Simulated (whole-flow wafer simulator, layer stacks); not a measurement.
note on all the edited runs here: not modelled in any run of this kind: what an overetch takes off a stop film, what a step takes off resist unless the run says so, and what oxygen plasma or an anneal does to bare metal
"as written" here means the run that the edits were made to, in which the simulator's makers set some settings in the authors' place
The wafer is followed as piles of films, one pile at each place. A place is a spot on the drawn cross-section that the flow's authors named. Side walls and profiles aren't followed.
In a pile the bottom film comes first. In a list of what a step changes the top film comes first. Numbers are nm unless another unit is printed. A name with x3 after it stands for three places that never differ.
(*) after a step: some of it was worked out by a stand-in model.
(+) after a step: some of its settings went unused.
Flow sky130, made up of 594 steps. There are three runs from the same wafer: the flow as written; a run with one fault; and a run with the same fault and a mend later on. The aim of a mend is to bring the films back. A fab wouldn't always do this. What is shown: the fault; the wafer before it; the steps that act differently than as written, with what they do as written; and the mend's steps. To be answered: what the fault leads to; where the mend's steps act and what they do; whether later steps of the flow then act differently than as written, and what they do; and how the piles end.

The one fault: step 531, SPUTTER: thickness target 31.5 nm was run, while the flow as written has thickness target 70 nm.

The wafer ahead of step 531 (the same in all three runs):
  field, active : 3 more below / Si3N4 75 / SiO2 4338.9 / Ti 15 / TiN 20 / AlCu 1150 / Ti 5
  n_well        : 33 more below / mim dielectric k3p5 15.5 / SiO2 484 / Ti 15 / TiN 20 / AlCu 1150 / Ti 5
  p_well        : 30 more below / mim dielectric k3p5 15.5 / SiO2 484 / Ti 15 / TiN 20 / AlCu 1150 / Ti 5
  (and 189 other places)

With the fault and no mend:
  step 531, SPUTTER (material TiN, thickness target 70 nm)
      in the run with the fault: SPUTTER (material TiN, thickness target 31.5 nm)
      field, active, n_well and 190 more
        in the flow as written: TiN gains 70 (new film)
        in the run with the fault: TiN gains 31.5 (new film)
  Steps further on in the flow that do not act as written (15 more steps, not shown, differ only slightly: by at most 2% or 0.5 nm, whichever is larger):
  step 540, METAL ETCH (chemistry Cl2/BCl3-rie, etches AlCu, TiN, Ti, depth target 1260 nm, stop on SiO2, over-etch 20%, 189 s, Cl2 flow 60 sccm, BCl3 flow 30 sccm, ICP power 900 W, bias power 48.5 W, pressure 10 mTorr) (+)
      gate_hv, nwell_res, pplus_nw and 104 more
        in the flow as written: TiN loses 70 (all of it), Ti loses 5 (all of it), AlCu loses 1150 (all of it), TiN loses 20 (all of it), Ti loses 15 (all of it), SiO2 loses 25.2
        in the run with the fault: TiN loses 31.5 (all of it), Ti loses 5 (all of it), AlCu loses 1150 (all of it), TiN loses 20 (all of it), Ti loses 15 (all of it), SiO2 loses 29.1
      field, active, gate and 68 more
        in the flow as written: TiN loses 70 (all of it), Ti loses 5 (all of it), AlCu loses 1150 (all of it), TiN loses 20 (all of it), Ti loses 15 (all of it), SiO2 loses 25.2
        in the run with the fault: TiN loses 31.5 (all of it), Ti loses 5 (all of it), AlCu loses 1150 (all of it), TiN loses 20 (all of it), Ti loses 15 (all of it), SiO2 loses 29
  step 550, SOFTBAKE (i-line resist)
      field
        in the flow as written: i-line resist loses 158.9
        in the run with the fault: i-line resist loses 155.5
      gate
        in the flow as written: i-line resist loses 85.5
        in the run with the fault: i-line resist loses 81.7
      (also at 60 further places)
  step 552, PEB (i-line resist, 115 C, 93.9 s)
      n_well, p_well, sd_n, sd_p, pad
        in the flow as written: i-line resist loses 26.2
        in the run with the fault: i-line resist loses 26.8
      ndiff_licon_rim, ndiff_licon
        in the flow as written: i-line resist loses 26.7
        in the run with the fault: i-line resist loses 27.3
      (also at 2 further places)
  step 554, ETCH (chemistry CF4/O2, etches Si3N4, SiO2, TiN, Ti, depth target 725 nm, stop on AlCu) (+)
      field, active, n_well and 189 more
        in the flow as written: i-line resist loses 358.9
        in the run with the fault: i-line resist loses 320.4
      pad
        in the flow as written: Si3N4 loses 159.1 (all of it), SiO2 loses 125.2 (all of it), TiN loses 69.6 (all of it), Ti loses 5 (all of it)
        in the run with the fault: Si3N4 loses 159.1 (all of it), SiO2 loses 125.2 (all of it), TiN loses 31.1 (all of it), Ti loses 5 (all of it)
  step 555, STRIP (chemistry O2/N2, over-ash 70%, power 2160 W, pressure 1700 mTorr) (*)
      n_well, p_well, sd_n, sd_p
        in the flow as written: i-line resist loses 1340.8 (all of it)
        in the run with the fault: i-line resist loses 1413.1 (all of it)
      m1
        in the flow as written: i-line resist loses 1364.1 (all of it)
        in the run with the fault: i-line resist loses 1435.7 (all of it)
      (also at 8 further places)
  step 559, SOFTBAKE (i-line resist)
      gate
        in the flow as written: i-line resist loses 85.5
        in the run with the fault: i-line resist loses 81.7
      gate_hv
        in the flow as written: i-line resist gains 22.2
        in the run with the fault: i-line resist gains 21.2
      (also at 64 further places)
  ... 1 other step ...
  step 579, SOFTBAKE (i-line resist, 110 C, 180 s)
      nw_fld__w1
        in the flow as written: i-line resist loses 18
        in the run with the fault: i-line resist loses 17.4
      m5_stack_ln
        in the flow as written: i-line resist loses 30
        in the run with the fault: i-line resist loses 29
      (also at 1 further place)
  At n_well, p_well, sd_n and 11 more, the piles at the end differ from the flow's by more than 2% or 0.5 nm, whichever is larger.
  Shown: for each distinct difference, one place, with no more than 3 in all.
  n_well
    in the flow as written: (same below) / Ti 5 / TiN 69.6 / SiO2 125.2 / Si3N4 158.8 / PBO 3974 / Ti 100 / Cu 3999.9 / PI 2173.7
    in the run with the fault: (same below) / Ti 5 / TiN 31.1 / SiO2 125.2 / Si3N4 158.8 / PBO 4001.7 / Ti 100 / Cu 3999.9 / PI 2178.2
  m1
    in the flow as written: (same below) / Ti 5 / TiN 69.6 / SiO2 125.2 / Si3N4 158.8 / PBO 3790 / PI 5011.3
    in the run with the fault: (same below) / Ti 5 / TiN 31.1 / SiO2 125.2 / Si3N4 158.8 / PBO 3822 / PI 5013.3
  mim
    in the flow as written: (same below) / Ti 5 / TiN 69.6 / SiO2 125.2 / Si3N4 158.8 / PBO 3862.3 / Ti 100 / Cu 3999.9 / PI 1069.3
    in the run with the fault: (same below) / Ti 5 / TiN 31.1 / SiO2 125.2 / Si3N4 158.8 / PBO 3892.2 / Ti 100 / Cu 3999.9 / PI 1072.7

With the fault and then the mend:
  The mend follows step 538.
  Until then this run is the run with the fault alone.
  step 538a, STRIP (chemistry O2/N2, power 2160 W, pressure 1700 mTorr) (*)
      n_well, p_well, sd_n and 9 more
        resist loses 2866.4 (all of it)
      m1, via4_hole
        resist loses 2868.5 (all of it)
      via4_enc
        resist loses 2866.3 (all of it)
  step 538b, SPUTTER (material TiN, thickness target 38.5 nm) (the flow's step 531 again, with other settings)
      field, active, n_well and 190 more
        TiN gains 38.5
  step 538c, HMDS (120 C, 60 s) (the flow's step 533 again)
      does not change any film at any place that is followed
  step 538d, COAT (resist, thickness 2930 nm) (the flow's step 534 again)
      n_well, p_well, gate_hv and 172 more
        resist gains 2930 (new film)
      field, active, gate and 13 more
        resist gains 2929.9 (new film)
      m1, via4_hole
        resist gains 2932.1 (new film)
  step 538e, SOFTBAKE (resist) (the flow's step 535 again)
      field, active, gate, spacer, m1, sonos_cell, sonos_guard, sonos_guard_hv
        resist gains 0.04
      nwell_res
        resist gains 0.03
      pplus_nw
        resist gains 0.02
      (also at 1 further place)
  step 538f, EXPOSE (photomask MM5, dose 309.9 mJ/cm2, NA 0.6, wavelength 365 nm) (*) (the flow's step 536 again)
      does not change any film at any place that is followed
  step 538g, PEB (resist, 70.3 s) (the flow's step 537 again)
      field, active, n_well and 188 more
        resist loses 63.6
      m1, via4_hole
        resist loses 63.7
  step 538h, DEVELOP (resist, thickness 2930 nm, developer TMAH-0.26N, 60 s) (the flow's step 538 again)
      field, active, gate and 168 more
        resist loses 2866.4 (all of it)
      via1_hole, via1_enc, via2_hole, via2_enc, via3_hole, via3_enc, via_li1
        resist loses 2866.3 (all of it)
  Later steps of the flow that are run all act as written at every place that is followed.
  By the end, the piles equal the flow's at every place that both follow.
